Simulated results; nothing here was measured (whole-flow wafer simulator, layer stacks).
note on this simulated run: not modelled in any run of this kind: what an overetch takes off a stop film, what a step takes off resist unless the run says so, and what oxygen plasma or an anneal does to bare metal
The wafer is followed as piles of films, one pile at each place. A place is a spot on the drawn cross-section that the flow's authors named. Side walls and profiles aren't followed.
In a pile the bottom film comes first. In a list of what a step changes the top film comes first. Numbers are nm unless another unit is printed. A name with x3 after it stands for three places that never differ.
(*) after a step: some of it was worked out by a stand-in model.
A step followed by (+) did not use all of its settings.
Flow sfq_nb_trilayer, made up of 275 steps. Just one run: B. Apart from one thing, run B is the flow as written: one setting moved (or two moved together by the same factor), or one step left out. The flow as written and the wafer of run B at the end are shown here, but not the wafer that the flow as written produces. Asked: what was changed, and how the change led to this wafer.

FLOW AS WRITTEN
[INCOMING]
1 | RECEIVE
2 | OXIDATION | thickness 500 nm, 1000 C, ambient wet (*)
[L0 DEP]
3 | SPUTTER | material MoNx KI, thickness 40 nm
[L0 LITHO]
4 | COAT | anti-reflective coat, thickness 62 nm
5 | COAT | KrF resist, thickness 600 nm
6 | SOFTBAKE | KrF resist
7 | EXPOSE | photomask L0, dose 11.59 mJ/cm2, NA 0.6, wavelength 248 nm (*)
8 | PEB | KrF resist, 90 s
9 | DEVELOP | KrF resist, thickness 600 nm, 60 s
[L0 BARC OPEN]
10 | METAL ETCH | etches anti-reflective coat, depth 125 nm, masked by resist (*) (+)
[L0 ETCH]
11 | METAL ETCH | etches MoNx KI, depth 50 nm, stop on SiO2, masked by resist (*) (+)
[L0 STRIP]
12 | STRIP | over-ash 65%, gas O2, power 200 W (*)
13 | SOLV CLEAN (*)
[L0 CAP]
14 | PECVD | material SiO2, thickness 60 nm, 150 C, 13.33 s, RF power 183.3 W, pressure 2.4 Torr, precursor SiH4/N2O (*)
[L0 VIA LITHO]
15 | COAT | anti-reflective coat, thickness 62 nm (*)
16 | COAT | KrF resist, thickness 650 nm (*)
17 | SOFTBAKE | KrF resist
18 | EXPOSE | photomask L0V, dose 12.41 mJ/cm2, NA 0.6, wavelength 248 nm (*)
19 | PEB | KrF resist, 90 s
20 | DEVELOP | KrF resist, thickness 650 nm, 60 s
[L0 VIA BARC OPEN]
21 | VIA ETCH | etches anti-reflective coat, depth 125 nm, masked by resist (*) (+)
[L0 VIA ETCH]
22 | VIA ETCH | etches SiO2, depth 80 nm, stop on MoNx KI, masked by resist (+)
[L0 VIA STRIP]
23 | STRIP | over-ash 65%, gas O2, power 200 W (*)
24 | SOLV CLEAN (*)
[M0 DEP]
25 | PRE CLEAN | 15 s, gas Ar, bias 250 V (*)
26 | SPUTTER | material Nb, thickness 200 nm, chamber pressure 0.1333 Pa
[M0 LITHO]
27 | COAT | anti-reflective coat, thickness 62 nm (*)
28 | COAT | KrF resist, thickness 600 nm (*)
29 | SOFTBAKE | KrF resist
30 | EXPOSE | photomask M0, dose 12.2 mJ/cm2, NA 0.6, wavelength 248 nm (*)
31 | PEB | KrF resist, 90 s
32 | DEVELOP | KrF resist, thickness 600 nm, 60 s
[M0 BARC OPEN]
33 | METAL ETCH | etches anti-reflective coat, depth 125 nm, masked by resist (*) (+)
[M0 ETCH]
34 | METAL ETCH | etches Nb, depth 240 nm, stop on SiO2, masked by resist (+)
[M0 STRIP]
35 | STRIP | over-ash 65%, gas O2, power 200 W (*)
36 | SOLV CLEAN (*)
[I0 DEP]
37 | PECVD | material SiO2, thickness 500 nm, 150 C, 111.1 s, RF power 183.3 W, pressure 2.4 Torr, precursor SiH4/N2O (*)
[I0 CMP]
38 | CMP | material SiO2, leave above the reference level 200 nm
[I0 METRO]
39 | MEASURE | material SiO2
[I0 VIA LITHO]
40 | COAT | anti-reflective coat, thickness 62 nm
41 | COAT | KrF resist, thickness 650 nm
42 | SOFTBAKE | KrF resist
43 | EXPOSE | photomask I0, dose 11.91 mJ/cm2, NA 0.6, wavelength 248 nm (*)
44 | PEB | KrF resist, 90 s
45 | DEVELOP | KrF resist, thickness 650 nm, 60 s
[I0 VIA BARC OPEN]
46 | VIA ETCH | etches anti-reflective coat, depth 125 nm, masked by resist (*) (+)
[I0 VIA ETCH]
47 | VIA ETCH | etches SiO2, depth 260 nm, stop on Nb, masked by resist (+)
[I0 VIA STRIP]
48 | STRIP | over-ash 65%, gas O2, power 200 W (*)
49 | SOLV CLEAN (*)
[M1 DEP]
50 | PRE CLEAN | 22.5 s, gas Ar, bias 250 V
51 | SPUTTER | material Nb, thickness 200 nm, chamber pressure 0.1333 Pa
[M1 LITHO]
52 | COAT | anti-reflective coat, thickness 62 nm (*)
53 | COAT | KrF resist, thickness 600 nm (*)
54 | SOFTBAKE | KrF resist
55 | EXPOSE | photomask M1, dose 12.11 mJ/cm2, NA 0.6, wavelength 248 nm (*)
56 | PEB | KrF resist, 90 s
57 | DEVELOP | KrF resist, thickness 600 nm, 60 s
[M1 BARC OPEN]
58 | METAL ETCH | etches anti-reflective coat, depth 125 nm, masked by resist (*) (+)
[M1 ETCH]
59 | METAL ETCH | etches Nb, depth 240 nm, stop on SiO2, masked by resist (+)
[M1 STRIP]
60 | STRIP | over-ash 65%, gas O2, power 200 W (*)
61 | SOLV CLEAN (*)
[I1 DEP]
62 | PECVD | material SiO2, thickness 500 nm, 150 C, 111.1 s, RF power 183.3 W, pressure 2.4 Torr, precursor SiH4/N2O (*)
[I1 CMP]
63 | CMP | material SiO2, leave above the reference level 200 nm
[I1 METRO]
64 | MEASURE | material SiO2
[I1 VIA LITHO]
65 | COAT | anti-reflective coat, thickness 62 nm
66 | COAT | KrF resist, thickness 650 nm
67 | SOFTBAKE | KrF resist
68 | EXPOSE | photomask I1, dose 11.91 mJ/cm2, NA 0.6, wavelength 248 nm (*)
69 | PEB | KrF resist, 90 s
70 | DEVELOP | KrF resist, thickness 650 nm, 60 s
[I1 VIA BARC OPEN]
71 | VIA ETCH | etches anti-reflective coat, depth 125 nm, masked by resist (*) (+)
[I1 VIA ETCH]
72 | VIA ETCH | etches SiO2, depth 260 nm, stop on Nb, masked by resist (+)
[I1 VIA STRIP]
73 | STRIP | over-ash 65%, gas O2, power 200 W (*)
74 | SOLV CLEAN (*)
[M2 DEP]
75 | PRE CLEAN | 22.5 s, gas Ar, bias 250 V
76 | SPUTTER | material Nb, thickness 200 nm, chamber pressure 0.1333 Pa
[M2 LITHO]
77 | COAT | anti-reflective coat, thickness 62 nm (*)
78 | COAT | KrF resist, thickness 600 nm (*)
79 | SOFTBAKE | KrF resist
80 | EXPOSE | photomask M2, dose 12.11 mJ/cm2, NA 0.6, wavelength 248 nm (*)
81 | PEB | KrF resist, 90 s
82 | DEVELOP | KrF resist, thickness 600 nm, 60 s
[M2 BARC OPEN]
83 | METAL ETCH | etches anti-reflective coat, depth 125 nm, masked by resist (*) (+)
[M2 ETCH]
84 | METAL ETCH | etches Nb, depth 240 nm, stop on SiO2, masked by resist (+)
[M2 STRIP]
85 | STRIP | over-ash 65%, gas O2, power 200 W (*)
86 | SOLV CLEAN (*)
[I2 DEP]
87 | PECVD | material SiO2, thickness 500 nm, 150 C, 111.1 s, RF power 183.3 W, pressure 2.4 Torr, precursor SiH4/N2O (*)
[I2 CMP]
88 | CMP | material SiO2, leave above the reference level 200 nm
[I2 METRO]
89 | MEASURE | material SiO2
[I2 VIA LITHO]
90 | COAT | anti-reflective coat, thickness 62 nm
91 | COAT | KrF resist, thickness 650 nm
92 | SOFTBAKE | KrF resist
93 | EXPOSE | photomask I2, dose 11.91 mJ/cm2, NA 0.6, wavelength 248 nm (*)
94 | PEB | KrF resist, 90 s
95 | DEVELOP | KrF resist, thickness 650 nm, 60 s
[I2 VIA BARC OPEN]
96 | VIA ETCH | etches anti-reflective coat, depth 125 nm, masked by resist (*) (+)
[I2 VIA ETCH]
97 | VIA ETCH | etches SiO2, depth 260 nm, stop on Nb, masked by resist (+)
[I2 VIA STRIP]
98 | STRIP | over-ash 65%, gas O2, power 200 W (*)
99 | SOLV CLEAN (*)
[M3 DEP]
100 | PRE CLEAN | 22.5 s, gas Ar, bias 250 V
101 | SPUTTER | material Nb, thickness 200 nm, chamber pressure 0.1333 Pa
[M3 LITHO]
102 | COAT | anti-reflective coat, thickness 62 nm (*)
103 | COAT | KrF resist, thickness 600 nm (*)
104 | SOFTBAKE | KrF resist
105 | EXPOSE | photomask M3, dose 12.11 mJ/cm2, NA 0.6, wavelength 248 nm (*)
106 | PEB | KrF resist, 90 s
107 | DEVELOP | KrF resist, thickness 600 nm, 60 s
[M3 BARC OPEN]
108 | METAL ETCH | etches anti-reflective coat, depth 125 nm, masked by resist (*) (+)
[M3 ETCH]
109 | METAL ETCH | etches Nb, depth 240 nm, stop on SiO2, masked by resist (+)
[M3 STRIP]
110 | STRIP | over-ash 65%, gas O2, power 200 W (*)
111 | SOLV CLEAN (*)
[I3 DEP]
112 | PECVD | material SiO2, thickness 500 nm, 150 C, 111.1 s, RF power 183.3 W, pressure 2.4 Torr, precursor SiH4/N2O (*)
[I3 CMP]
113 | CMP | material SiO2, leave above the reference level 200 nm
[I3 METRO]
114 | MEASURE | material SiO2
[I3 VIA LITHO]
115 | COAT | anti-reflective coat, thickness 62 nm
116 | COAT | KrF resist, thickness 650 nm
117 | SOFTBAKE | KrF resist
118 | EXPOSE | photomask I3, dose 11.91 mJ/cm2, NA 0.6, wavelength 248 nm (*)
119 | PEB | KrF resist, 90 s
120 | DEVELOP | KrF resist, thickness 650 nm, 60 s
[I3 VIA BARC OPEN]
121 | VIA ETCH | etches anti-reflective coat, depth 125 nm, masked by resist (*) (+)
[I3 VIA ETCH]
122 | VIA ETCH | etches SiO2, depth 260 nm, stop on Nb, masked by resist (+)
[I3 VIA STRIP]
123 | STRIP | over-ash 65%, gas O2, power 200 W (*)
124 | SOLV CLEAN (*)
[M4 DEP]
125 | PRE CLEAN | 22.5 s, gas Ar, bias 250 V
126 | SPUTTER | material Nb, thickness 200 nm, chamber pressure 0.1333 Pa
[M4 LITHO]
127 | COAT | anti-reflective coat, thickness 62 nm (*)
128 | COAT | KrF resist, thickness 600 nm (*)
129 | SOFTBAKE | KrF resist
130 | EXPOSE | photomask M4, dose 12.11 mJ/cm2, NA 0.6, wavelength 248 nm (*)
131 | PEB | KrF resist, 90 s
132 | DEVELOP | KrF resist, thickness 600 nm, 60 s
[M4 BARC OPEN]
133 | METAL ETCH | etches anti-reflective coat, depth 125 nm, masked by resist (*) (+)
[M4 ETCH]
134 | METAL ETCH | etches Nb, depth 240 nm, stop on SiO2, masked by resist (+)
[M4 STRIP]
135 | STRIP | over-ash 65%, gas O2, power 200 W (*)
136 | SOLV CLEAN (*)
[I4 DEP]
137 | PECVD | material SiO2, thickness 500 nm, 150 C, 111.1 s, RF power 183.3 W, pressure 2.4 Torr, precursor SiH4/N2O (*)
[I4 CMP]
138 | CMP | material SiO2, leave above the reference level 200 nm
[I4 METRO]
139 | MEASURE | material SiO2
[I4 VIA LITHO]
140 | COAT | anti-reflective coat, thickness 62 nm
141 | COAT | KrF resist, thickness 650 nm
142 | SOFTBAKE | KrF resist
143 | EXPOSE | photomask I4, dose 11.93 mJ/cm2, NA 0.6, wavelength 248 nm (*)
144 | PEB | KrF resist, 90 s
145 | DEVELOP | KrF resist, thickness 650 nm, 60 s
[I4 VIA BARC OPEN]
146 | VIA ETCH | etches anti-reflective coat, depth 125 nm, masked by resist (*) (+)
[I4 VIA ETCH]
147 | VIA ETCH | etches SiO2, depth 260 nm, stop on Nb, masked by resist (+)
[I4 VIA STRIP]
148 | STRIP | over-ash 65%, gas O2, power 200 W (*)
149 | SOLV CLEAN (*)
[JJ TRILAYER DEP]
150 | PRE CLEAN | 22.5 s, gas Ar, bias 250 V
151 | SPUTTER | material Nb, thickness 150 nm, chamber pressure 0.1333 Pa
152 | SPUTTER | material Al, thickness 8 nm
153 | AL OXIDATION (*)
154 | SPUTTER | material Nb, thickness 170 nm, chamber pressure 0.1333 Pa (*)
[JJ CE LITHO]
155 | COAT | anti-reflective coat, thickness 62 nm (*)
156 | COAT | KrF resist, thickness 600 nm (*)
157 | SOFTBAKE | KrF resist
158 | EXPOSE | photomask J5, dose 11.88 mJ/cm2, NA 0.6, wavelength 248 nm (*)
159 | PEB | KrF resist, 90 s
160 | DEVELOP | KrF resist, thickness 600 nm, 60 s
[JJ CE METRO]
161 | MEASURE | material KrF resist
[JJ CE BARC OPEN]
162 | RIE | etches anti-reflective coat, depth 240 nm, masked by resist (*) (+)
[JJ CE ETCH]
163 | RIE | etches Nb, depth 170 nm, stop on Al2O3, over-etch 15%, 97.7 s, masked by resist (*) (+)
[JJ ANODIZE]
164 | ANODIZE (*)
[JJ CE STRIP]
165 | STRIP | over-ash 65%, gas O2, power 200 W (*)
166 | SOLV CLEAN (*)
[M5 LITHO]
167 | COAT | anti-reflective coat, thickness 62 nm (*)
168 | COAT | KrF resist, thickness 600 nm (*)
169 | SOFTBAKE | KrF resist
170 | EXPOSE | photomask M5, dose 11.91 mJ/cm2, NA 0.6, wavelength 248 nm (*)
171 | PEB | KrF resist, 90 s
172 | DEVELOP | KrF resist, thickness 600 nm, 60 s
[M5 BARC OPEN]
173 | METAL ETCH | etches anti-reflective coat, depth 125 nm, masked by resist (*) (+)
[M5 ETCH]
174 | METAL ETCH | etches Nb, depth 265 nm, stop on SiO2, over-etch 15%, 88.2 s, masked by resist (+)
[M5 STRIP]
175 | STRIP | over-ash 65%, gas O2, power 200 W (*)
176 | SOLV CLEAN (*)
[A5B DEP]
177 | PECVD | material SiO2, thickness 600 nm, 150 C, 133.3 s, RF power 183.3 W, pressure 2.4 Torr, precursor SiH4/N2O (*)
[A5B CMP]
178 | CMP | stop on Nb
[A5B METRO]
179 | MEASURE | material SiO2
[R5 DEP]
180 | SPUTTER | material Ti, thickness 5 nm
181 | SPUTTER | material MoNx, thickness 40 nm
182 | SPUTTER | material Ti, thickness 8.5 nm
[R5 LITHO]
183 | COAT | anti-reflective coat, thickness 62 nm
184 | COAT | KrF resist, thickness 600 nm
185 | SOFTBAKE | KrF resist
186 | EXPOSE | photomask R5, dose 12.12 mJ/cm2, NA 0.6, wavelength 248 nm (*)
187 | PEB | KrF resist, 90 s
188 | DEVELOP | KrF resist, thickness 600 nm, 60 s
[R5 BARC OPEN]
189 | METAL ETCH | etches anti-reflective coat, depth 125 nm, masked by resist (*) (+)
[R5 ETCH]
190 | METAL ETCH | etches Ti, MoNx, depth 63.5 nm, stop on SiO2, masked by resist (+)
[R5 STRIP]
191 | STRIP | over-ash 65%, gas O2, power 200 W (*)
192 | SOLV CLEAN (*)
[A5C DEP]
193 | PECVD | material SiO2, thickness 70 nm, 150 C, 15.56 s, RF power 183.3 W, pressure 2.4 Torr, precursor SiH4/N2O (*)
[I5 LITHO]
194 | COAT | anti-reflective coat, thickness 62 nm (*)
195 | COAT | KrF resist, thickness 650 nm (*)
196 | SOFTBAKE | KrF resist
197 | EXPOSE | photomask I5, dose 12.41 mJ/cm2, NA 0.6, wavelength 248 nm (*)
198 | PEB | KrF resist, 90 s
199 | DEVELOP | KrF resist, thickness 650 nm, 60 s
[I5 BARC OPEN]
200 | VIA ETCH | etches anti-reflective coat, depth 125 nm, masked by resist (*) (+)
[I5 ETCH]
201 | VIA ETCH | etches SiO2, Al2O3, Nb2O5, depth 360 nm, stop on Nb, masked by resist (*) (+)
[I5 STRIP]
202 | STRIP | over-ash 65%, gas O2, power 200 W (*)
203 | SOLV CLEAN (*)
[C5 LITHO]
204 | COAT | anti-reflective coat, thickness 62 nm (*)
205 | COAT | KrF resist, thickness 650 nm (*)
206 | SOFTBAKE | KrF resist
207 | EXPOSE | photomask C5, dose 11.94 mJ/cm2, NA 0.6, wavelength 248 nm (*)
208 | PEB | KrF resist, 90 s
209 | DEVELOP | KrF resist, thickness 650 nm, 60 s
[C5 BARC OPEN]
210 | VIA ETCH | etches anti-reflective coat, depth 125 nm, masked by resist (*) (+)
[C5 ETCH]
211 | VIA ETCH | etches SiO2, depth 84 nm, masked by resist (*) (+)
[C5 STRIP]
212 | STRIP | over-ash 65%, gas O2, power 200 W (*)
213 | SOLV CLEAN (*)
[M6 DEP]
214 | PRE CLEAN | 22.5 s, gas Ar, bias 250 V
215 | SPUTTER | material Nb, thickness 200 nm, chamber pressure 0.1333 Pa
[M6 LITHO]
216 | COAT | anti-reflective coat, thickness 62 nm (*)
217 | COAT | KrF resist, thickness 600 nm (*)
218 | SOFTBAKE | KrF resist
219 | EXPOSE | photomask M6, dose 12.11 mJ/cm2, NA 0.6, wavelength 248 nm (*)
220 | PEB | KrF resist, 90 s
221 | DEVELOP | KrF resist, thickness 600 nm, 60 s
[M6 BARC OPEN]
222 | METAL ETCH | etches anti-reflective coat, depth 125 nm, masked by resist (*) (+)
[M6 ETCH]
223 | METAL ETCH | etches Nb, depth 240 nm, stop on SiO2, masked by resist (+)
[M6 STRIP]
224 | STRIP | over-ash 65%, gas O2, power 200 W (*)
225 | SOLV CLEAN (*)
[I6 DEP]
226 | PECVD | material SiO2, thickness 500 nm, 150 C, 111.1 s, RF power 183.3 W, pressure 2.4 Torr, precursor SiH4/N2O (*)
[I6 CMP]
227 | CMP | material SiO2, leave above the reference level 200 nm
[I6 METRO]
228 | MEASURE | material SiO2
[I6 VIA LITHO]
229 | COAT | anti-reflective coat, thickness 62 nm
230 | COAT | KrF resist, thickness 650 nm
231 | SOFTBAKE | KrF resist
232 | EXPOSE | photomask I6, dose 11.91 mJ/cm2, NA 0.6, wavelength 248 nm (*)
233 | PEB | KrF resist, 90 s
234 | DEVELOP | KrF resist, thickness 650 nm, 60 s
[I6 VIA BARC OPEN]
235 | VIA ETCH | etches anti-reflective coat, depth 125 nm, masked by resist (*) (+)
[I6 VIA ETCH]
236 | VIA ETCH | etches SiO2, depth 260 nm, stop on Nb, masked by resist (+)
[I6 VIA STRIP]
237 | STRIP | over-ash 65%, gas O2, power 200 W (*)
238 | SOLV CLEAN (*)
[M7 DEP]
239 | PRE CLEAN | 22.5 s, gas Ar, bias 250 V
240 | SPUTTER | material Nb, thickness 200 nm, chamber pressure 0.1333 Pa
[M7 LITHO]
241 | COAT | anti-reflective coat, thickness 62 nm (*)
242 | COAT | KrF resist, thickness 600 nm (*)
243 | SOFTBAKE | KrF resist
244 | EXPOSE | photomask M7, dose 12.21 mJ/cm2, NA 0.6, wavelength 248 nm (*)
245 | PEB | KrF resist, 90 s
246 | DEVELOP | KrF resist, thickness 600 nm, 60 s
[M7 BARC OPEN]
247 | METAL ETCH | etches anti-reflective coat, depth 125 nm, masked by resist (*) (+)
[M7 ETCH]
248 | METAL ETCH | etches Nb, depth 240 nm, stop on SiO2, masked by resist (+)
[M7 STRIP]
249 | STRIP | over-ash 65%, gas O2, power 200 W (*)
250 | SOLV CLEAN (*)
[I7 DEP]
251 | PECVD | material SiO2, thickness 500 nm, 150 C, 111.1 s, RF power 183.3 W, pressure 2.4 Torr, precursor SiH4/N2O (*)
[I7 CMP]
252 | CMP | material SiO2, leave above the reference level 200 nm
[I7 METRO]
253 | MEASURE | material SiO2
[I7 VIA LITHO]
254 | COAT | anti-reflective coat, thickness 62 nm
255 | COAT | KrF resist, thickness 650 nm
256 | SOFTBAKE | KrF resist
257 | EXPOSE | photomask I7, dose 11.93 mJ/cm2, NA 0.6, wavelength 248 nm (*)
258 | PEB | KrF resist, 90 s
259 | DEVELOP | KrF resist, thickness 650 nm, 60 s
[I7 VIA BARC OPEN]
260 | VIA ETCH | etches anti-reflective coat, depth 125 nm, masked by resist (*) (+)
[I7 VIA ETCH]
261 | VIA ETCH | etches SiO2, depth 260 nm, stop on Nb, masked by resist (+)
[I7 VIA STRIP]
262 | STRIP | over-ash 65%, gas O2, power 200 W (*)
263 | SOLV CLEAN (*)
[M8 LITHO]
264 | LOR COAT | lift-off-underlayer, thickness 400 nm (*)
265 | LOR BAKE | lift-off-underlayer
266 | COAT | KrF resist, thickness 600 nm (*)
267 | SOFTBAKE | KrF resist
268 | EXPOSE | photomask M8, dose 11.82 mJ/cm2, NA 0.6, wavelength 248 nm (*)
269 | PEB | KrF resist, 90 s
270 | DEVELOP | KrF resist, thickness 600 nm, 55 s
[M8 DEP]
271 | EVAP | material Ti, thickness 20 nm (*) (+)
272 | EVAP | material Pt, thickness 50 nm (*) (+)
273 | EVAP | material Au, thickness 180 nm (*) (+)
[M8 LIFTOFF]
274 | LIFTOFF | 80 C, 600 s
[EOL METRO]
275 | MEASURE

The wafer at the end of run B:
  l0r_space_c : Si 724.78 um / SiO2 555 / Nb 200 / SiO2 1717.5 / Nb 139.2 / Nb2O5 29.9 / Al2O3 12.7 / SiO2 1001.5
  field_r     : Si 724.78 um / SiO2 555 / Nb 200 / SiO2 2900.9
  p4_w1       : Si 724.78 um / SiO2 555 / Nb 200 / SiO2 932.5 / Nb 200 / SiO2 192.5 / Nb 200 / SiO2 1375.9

The reason: step 76, SPUTTER: thickness 155 nm was run, while the flow as written has thickness 200 nm.

Step by step, how the change led to this:
  76 | SPUTTER | material Nb, thickness 200 nm, chamber pressure 0.1333 Pa
      field_l, v_sur, via_wl and 102 more: +155 Nb (new film) (it would be, as written: +200 Nb (new film))
      via_v: +135.8 Nb (it would be, as written: +174.5 Nb)
  84 | METAL ETCH | etches Nb, depth 240 nm, stop on SiO2, masked by resist (+)
      field_l, be, be_sur and 81 more: -155 Nb (all of it) (it would be, as written: -200 Nb (all of it))
      v_sur, via_wl, via_w and 19 more: -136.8 KrF resist (it would be, as written: -141.2 KrF resist)
  88 | CMP | material SiO2, leave above the reference level 200 nm
      field_l, be, be_sur and 81 more: -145 SiO2 (it would be, as written: -100 SiO2)
      via_v: -177.1 SiO2 (it would be, as written: -181.6 SiO2)
